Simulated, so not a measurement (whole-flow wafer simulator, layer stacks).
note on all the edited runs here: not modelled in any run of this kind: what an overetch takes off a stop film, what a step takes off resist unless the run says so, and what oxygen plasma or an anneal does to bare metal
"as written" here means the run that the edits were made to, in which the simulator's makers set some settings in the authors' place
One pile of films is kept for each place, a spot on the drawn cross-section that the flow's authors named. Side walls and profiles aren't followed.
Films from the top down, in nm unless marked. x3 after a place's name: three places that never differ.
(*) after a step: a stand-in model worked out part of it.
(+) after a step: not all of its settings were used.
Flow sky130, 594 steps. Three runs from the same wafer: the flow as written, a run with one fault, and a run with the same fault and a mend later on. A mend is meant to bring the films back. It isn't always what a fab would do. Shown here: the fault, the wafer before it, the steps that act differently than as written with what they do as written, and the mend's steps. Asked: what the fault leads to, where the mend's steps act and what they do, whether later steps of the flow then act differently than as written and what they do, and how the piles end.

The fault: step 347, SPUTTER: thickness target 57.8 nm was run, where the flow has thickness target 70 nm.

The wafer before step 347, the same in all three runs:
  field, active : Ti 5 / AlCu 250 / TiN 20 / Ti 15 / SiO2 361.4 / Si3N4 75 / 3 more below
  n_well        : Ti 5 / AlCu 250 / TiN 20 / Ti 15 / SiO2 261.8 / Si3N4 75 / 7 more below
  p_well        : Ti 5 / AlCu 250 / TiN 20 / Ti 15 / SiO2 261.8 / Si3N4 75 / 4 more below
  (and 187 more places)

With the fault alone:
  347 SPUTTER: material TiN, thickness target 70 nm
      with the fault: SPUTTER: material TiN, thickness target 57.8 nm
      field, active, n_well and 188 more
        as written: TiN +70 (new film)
        with the fault: TiN +57.8 (new film)
  Later steps of the flow that act differently than as written (18 more steps differ only slightly, by at most 2% or 0.5 nm, whichever is larger, and aren't shown):
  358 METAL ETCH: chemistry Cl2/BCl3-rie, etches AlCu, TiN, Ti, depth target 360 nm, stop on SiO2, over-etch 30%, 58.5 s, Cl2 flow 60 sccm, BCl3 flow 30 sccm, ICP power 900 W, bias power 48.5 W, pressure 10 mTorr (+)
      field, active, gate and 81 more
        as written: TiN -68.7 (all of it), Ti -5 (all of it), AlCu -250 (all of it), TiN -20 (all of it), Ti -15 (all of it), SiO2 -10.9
        with the fault: TiN -56.5 (all of it), Ti -5 (all of it), AlCu -250 (all of it), TiN -20 (all of it), Ti -15 (all of it), SiO2 -12.2
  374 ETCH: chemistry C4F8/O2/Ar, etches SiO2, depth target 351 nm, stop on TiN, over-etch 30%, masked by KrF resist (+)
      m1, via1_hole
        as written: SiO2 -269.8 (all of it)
        with the fault: SiO2 -282 (all of it)
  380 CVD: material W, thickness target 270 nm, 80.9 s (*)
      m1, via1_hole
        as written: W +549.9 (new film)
        with the fault: W +562.3 (new film)
  At the end the piles differ from the flow's by more than 2% or 0.5 nm, whichever is larger, at n_well, p_well, gate_hv and 104 more.
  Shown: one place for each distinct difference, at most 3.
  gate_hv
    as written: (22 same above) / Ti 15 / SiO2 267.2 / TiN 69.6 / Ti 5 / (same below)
    with the fault: (22 same above) / Ti 15 / SiO2 279.4 / TiN 57.4 / Ti 5 / (same below)
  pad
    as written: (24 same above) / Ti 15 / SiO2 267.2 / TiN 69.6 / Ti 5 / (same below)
    with the fault: (24 same above) / Ti 15 / SiO2 279.4 / TiN 57.4 / Ti 5 / (same below)
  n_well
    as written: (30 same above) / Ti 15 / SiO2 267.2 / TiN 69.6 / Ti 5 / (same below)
    with the fault: (30 same above) / Ti 15 / SiO2 279.4 / TiN 57.4 / Ti 5 / (same below)

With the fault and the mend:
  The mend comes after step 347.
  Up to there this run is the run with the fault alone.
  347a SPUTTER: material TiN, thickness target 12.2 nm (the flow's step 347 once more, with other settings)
      field, active, n_well and 188 more
        TiN +12.2
  No later step of the flow acts differently than as written, at any place that is followed, by more than 2% or 0.5 nm, whichever is larger.
  At the end the piles are the same as the flow's at every place that both follow.
